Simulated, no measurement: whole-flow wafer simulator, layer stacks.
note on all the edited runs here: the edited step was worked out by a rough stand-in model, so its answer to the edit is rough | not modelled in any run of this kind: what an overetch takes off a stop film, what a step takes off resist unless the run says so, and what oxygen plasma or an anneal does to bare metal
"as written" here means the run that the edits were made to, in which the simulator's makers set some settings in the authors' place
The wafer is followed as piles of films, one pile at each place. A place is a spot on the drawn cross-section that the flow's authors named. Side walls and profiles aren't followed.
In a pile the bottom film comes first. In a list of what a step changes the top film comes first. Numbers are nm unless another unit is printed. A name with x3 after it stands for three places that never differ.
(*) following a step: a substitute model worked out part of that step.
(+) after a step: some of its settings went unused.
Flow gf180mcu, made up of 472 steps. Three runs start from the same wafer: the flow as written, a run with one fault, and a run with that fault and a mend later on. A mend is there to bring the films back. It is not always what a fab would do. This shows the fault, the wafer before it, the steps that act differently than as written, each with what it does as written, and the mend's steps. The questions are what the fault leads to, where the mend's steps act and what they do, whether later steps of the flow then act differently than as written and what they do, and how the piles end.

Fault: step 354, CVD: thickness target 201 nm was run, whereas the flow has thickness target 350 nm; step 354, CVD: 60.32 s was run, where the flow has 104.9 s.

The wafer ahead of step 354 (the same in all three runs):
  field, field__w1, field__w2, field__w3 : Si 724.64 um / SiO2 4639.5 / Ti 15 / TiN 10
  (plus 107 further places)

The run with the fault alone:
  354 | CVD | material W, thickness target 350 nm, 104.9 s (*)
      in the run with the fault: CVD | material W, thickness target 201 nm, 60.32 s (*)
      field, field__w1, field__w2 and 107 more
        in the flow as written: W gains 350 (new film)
        in the run with the fault: W gains 202.5 (new film)
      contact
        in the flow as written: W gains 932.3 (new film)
        in the run with the fault: W gains 784.8 (new film)
  Steps later in the flow that act otherwise than as written:
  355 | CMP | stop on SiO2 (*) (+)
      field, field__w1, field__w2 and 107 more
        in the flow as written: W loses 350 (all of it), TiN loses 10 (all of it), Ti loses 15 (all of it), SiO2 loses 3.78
        in the run with the fault: W loses 202.5 (all of it), TiN loses 10 (all of it), Ti loses 15 (all of it), SiO2 loses 2.3
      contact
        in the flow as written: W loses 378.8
        in the run with the fault: W loses 229.8
  The piles end only slightly different from the flow's at the places that both follow, by no more than 2% or 0.5 nm, whichever is larger.

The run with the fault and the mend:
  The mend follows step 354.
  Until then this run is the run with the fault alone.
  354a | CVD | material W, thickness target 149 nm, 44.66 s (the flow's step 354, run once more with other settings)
      field, field__w1, field__w2 and 108 more
        W gains 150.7
  Every later step of the flow that is run acts as written, at every place that is followed, to within 2% or 0.5 nm, whichever is larger.
  The piles end only slightly different from the flow's at the places that both follow, by no more than 2% or 0.5 nm, whichever is larger.
